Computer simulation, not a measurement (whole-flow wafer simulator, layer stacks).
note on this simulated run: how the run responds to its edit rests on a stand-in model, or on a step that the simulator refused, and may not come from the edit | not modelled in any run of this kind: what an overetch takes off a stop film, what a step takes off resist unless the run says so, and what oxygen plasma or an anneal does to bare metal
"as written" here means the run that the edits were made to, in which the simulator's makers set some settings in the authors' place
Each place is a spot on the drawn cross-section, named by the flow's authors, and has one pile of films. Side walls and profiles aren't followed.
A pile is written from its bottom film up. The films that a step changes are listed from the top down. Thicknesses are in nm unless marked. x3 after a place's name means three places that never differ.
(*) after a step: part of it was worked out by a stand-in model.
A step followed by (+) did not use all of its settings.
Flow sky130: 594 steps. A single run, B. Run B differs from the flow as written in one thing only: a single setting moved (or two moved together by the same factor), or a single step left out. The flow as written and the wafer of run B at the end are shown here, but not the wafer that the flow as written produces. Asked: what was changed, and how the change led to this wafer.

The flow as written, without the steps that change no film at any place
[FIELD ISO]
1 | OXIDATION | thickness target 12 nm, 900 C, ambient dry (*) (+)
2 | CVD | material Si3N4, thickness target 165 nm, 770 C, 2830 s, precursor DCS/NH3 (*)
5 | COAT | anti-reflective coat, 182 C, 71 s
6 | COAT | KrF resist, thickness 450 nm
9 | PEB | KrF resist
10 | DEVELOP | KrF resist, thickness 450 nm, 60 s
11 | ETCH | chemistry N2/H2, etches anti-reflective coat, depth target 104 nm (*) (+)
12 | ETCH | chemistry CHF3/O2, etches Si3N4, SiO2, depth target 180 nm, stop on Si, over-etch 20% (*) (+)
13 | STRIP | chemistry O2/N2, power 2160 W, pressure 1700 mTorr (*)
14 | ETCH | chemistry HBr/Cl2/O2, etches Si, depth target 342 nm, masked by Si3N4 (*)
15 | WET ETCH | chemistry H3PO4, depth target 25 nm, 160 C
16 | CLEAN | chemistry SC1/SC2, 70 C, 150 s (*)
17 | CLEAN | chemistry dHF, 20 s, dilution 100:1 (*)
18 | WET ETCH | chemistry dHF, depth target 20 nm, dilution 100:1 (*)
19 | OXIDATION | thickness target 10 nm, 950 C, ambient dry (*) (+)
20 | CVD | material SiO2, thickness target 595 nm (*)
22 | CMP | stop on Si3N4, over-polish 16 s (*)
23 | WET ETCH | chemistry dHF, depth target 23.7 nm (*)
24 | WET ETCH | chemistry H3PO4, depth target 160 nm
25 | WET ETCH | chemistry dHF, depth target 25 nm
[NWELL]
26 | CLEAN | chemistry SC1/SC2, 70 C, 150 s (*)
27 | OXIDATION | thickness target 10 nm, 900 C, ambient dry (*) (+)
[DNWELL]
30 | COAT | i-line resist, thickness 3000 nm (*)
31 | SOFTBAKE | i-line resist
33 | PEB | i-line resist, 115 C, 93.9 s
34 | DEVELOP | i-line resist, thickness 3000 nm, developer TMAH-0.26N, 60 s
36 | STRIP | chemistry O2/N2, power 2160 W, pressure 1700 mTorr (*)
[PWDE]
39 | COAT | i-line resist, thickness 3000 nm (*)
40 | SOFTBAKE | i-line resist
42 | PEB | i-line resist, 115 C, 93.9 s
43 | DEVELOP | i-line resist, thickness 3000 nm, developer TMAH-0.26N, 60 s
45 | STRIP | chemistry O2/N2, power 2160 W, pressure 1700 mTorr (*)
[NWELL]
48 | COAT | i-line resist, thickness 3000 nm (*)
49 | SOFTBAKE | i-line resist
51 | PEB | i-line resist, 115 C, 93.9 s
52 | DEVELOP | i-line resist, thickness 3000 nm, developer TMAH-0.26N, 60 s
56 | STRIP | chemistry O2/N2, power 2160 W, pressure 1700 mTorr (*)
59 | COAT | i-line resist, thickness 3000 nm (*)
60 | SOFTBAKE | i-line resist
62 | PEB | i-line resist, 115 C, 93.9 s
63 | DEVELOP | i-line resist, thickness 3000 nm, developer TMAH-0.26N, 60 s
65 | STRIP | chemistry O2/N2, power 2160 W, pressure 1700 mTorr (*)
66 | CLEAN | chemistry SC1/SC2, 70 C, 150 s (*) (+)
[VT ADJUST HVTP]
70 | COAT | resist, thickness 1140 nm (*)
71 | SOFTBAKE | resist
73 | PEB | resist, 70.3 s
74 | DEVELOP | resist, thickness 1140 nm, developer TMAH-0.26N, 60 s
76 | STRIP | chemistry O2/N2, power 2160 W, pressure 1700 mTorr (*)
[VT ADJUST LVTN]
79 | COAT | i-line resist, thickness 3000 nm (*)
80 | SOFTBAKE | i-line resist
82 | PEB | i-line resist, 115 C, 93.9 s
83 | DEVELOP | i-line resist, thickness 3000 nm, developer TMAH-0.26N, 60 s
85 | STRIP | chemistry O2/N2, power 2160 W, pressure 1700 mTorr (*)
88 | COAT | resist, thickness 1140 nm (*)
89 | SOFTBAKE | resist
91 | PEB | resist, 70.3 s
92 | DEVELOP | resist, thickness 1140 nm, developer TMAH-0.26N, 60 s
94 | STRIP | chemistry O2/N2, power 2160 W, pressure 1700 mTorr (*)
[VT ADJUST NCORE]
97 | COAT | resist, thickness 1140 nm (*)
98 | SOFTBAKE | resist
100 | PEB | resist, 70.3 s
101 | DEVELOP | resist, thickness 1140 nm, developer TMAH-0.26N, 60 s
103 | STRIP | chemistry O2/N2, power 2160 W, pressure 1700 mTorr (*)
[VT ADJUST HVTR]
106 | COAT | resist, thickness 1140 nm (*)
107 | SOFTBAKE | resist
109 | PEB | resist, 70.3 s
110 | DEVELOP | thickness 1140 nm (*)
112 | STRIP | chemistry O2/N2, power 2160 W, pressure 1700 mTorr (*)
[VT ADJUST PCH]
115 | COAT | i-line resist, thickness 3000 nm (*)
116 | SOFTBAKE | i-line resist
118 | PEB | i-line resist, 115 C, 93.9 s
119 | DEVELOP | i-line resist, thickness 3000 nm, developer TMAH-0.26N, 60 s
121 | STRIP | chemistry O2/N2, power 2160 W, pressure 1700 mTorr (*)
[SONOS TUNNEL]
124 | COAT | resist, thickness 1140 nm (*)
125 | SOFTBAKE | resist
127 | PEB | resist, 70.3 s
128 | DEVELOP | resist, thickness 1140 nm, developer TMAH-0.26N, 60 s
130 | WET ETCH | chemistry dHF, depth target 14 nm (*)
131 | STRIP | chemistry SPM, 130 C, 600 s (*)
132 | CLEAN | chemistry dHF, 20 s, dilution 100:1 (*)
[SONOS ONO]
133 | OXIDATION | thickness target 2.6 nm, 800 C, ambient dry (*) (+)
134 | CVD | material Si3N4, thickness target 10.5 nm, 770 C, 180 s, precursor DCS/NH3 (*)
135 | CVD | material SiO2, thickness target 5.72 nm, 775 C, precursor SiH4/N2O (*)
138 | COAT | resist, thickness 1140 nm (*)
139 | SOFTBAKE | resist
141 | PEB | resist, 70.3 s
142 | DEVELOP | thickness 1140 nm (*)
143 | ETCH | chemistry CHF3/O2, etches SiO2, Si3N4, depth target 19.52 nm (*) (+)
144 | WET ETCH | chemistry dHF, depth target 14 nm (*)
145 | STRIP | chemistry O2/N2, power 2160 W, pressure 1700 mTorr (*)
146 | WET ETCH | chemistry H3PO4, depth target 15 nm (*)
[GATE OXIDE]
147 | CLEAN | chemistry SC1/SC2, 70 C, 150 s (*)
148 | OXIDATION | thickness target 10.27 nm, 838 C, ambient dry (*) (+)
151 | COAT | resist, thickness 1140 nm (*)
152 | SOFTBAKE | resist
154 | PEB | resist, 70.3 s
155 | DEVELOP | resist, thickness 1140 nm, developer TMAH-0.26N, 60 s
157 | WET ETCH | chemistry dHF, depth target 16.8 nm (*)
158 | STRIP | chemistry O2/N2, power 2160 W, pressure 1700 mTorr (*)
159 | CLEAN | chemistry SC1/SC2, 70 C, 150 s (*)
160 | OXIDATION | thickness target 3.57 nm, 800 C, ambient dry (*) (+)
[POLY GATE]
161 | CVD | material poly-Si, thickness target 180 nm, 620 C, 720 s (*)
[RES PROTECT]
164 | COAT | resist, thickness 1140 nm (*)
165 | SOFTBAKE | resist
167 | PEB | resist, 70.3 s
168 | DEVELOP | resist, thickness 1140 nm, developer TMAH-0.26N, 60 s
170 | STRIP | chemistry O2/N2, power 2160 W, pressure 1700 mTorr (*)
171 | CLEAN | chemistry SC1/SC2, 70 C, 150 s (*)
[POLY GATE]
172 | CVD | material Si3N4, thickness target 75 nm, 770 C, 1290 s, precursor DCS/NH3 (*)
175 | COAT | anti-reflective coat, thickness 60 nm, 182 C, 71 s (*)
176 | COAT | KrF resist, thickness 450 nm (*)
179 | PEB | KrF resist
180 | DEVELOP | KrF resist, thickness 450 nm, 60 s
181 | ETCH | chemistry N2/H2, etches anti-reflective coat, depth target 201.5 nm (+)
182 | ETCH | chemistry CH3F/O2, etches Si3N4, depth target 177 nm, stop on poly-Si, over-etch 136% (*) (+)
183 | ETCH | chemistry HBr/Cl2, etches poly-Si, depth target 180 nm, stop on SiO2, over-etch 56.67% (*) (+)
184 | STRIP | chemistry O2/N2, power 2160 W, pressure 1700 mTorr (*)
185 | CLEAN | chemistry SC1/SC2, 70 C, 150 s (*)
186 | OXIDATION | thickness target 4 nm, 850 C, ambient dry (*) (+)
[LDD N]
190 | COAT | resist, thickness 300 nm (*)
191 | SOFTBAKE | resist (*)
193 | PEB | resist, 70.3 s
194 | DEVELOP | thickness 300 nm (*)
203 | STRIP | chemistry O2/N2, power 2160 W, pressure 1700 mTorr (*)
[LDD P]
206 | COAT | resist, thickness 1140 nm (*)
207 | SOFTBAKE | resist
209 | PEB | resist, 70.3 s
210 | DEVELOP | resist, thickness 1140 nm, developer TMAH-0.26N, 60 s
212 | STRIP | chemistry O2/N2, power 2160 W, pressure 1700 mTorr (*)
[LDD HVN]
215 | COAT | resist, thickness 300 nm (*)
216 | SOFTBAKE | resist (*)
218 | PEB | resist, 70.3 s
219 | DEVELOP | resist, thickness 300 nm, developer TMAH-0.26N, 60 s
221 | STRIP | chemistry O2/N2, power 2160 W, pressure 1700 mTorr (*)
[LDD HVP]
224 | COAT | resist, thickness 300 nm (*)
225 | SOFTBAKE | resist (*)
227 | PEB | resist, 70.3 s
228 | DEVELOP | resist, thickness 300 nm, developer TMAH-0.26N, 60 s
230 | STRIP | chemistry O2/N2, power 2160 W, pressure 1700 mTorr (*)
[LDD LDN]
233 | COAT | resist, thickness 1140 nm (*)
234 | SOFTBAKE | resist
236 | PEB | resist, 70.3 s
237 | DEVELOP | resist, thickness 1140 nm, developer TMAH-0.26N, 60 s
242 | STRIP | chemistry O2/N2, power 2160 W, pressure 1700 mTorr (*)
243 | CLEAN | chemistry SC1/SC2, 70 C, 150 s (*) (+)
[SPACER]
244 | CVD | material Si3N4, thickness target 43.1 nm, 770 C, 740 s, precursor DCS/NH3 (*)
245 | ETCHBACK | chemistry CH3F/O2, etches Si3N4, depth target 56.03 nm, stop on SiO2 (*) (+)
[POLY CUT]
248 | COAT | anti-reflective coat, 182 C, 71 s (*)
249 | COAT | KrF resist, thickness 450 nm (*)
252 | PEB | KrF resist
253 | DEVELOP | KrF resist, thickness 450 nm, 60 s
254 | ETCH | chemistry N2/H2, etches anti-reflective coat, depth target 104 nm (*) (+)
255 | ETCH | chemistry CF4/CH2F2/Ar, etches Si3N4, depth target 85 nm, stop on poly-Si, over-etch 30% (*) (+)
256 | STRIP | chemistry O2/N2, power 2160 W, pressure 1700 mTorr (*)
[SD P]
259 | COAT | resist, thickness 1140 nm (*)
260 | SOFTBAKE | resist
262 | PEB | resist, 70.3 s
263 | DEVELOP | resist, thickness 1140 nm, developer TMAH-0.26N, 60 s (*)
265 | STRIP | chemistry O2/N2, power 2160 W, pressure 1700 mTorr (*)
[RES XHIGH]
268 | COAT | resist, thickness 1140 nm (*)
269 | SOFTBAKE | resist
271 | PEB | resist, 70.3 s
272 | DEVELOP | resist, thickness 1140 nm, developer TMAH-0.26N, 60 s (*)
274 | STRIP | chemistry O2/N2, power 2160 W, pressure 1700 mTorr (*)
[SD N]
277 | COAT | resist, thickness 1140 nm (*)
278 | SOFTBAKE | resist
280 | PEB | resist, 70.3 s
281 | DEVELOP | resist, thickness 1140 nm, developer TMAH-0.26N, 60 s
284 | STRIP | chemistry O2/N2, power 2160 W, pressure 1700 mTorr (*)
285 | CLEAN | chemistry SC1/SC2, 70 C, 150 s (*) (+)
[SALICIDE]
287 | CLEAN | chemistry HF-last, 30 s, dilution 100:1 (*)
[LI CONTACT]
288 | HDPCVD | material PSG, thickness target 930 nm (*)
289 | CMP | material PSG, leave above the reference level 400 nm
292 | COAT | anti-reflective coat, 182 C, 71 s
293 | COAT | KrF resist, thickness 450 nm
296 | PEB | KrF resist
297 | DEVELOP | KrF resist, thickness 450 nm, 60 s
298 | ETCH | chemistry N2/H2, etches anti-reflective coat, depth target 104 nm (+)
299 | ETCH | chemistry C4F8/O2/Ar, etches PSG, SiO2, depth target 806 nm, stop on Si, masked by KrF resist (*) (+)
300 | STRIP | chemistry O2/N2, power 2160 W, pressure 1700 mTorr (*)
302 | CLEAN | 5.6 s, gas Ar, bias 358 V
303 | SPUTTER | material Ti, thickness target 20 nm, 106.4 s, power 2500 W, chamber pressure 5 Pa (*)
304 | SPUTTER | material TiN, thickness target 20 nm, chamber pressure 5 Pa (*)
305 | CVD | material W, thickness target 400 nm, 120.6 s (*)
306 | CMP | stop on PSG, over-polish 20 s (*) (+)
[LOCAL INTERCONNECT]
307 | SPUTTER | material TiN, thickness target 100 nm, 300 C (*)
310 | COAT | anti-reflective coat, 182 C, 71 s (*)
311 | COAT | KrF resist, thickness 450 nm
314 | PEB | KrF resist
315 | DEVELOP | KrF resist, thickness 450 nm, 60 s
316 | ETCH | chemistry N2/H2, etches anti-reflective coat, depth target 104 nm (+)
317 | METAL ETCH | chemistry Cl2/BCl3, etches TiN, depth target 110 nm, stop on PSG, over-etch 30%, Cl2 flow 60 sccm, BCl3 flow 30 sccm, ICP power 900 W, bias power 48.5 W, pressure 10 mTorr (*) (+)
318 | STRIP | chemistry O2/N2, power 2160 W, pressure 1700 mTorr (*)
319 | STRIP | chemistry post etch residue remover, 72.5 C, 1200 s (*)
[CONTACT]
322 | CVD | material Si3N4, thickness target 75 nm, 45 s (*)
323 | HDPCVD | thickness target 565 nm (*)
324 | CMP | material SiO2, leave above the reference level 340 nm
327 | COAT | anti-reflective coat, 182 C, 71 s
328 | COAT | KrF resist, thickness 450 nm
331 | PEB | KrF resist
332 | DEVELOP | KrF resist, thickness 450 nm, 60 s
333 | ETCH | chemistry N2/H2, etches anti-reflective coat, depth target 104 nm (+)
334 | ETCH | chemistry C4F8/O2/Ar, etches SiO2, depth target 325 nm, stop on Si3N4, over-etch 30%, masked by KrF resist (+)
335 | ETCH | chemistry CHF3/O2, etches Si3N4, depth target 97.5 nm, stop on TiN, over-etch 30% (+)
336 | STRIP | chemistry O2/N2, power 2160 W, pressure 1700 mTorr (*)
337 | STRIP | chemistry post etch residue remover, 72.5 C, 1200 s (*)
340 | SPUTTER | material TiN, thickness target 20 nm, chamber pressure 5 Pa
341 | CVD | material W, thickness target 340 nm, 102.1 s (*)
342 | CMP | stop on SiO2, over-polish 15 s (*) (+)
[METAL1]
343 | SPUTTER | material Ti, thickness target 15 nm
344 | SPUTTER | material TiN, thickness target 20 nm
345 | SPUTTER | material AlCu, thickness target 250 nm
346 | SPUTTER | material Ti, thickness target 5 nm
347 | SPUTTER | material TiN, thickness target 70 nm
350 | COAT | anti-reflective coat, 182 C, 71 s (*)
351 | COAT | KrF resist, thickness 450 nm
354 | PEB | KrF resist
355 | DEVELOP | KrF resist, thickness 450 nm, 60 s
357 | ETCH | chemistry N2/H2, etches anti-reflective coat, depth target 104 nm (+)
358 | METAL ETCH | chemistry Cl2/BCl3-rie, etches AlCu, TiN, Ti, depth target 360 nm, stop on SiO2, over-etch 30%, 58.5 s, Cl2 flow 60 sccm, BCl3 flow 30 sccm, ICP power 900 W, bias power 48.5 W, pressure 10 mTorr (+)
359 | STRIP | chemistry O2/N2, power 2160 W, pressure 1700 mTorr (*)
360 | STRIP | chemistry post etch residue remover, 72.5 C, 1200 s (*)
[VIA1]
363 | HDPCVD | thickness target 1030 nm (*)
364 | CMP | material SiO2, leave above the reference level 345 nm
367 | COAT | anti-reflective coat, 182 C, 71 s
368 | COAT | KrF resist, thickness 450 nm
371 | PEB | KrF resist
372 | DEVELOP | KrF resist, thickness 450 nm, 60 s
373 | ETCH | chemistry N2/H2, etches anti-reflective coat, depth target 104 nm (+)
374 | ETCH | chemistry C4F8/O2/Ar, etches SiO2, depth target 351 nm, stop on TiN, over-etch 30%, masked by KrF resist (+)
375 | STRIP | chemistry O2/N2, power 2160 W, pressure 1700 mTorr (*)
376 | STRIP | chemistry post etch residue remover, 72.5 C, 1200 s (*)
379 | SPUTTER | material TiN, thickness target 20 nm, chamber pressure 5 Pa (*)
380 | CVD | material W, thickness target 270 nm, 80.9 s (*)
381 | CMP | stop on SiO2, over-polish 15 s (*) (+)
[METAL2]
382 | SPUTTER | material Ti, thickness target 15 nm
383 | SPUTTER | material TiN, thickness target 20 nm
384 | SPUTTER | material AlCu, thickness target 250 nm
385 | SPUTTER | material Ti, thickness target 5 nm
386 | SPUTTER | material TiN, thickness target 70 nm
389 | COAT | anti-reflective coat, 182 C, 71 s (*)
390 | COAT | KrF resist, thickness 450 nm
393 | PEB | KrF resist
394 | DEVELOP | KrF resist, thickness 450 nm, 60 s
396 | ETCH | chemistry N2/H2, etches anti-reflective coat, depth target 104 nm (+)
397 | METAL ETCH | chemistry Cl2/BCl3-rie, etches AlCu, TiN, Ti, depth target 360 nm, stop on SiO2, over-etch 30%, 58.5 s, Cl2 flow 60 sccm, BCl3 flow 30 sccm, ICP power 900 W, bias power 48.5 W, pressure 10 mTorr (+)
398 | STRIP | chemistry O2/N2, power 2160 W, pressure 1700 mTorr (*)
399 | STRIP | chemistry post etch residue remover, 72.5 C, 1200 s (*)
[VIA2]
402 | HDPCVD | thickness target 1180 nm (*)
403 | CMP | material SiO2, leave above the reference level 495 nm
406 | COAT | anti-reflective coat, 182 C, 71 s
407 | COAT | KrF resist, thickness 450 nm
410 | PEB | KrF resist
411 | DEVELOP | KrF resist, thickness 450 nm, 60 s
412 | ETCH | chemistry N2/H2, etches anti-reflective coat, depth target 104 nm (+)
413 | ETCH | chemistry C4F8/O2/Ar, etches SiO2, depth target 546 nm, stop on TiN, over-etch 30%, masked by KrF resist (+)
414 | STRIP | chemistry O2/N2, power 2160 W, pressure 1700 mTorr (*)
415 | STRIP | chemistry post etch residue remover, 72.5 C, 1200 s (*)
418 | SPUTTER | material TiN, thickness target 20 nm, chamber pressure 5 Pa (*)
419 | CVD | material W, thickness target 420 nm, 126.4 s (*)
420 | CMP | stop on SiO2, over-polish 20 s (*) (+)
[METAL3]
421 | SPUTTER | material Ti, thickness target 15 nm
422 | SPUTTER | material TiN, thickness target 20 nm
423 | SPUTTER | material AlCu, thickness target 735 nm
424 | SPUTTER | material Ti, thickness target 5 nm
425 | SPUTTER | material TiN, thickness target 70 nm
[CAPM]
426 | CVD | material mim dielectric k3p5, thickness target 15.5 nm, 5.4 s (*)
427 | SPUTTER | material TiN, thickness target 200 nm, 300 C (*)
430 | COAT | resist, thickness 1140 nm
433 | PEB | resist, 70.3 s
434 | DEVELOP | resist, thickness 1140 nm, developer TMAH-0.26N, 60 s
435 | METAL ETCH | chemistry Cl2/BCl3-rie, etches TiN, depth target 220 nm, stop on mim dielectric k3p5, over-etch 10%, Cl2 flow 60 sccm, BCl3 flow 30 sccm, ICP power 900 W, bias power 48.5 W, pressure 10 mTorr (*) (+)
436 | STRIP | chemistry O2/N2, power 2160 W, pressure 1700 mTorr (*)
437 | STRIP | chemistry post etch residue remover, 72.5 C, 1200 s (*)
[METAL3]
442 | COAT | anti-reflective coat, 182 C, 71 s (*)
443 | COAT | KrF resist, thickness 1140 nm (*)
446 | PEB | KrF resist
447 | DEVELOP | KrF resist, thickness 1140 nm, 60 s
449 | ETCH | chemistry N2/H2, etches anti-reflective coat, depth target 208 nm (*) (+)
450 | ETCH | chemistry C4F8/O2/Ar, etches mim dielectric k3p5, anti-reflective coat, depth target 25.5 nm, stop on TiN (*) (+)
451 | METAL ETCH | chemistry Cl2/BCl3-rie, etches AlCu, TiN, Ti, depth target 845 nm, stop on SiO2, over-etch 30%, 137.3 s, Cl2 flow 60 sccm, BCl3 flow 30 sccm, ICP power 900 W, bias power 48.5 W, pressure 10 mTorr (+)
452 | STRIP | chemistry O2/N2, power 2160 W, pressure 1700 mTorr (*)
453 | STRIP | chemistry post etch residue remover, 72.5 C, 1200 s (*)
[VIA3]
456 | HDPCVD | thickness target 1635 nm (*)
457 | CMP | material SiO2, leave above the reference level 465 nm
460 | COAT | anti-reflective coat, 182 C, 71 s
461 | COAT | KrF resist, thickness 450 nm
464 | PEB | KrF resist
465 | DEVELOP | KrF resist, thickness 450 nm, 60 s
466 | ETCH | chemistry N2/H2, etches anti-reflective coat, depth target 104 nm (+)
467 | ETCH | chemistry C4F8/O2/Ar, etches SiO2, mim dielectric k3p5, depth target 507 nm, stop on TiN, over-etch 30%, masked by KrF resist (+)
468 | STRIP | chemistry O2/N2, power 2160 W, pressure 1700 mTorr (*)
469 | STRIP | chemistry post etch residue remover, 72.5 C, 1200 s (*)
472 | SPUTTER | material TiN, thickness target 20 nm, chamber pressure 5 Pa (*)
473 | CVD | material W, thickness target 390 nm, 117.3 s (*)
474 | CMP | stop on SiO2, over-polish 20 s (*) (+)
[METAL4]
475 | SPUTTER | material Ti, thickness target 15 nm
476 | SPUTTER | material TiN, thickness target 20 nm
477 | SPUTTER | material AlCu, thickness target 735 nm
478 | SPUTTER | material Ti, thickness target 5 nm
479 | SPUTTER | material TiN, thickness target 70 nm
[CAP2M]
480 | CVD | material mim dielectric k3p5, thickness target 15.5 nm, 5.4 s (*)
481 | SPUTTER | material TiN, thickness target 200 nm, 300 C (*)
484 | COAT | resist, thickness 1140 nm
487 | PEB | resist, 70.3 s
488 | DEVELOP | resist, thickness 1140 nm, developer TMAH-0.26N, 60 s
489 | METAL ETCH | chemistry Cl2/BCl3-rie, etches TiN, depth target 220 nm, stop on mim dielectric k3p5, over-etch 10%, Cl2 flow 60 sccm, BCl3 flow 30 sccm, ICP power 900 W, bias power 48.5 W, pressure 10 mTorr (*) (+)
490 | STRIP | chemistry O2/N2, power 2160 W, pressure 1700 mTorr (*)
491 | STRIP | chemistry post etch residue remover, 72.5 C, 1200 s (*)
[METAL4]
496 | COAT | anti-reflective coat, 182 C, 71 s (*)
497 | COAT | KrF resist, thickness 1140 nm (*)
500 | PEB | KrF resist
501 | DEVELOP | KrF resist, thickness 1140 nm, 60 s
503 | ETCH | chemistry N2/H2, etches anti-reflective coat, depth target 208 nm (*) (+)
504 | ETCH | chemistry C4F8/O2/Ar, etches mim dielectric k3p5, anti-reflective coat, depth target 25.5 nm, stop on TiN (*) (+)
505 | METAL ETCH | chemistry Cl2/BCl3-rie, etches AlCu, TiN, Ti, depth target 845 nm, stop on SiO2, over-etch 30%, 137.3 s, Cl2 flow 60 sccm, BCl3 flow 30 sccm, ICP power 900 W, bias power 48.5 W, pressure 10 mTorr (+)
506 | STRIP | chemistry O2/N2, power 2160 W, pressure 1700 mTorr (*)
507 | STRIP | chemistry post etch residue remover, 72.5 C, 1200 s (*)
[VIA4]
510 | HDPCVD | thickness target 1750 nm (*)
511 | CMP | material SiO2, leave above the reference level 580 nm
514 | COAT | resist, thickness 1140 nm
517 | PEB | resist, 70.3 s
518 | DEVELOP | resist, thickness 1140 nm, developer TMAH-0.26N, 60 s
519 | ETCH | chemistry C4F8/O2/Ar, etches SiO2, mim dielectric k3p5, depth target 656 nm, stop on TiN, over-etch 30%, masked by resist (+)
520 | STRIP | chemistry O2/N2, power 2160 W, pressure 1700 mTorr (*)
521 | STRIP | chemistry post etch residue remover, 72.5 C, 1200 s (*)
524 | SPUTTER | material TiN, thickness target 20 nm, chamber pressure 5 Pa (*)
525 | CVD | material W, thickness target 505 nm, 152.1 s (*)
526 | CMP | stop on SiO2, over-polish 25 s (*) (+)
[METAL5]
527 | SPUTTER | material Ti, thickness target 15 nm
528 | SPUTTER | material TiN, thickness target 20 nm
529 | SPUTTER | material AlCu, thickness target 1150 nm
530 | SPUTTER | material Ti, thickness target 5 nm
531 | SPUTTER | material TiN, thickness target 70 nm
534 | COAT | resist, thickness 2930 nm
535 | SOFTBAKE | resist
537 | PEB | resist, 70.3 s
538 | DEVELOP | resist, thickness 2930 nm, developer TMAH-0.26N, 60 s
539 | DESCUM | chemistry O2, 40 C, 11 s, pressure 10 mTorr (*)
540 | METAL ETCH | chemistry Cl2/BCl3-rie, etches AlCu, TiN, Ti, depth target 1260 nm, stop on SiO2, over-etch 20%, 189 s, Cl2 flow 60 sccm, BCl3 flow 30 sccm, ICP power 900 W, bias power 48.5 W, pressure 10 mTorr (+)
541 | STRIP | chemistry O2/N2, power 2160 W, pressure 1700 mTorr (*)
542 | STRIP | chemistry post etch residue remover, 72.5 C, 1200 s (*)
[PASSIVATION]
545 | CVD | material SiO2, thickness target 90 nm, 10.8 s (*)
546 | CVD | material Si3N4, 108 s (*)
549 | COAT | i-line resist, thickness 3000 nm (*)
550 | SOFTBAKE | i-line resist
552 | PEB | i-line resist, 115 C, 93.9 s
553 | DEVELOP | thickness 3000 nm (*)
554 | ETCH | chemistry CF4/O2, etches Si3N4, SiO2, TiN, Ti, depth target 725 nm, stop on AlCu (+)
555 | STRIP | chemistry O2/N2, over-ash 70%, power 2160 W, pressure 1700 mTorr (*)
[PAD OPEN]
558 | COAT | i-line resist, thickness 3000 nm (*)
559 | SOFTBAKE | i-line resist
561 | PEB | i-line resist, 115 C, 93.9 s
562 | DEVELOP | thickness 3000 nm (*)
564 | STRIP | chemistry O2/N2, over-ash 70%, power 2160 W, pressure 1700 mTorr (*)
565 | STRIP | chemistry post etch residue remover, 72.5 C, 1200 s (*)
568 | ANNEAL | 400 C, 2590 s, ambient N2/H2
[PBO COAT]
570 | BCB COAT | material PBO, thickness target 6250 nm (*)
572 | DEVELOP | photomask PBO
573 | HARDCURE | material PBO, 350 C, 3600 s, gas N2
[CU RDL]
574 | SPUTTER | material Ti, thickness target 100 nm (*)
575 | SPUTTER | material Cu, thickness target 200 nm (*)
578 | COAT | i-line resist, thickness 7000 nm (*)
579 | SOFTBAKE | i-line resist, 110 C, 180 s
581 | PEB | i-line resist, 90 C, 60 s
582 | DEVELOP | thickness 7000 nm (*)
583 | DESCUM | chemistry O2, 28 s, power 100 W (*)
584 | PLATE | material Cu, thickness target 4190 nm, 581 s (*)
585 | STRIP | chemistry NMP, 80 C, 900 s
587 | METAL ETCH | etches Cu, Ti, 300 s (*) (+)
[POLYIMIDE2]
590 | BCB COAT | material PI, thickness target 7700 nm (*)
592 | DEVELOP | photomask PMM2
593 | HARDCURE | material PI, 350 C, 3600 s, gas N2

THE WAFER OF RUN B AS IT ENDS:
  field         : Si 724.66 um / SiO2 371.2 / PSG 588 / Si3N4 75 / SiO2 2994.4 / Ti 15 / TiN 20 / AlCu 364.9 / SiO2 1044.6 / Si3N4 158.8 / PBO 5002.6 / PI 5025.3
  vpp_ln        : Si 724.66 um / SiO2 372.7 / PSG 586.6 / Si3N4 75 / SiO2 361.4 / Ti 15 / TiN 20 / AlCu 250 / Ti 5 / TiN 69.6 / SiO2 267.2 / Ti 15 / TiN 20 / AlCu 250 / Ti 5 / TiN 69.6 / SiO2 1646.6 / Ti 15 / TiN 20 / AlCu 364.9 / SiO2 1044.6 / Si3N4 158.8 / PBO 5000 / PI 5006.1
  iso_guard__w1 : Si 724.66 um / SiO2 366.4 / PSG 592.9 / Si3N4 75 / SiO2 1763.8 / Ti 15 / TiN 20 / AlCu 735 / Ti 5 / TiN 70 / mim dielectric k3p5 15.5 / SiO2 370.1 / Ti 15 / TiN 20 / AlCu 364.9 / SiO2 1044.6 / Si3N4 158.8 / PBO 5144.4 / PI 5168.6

The reason: step 505, METAL ETCH: depth target 338 nm was run, though the flow has depth target 845 nm; step 505, METAL ETCH: 54.9 s was run, where the flow has 137.3 s.

How this came from the change, step by step:
  505 | METAL ETCH | chemistry Cl2/BCl3-rie, etches AlCu, TiN, Ti, depth target 845 nm, stop on SiO2, over-etch 30%, 137.3 s, Cl2 flow 60 sccm, BCl3 flow 30 sccm, ICP power 900 W, bias power 48.5 W, pressure 10 mTorr (+)
      field, gate, spacer and 68 more: -70 TiN (all of it), -5 Ti (all of it), -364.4 AlCu (it would be, as written: -70 TiN (all of it), -5 Ti (all of it), -735 AlCu (all of it), -20 TiN (all of it), -15 Ti (all of it), -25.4 SiO2)
      active, vpp_iso1, mim_edge_plate and 14 more: -70 TiN (all of it), -5 Ti (all of it), -364.4 AlCu (it would be, as written: -70 TiN (all of it), -5 Ti (all of it), -735 AlCu (all of it), -20 TiN (all of it), -15 Ti (all of it), -25.3 SiO2)
      (and at 105 other places as well)
  506 | STRIP | chemistry O2/N2, power 2160 W, pressure 1700 mTorr (*)
      gate_hv, mim, dice_street and 74 more: -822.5 KrF resist (all of it), -80 anti-reflective coat (all of it) (it would be, as written: -492.9 KrF resist (all of it), -80 anti-reflective coat (all of it))
      n_well, p_well, sd_n and 6 more: -822.4 KrF resist (all of it), -80 anti-reflective coat (all of it) (it would be, as written: -492.9 KrF resist (all of it), -80 anti-reflective coat (all of it))
      (and at 19 other places as well)
  507 | STRIP | chemistry post etch residue remover, 72.5 C, 1200 s (*)
      field, active, gate and 85 more: -5.72 AlCu (it would be, as written: nothing)
  510 | HDPCVD | thickness target 1750 nm (*)
      field, active, gate and 85 more: +1750 SiO2 (new film) (it would be, as written: +1750 SiO2)
  511 | CMP | material SiO2, leave above the reference level 580 nm
      field, active, gate and 77 more: -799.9 SiO2 (it would be, as written: -374.7 SiO2)
      iso_guard__w1, mim_edge_gap, vpp_l1ln, vpp_m3ln, rpm_encl, via2_enc, rpm_encl_psd, iso_guard_nsd_tip: -799.9 SiO2 (it would be, as written: -374.6 SiO2)
With metal films that touch counted as one body, field has 1 body; the flow as written gives 0 bodies.
With metal films that touch counted as one body, vpp_ln has 3 bodies (between them, from the top down: SiO2 1646.6; SiO2 267.2); the flow as written gives 2 bodies (between them, from the top down: SiO2 267.2).
With metal films that touch counted as one body, iso_guard__w1 has 2 bodies (between them, from the top down: SiO2 370.1 / mim dielectric k3p5 15.5); the flow as written gives 1 body.
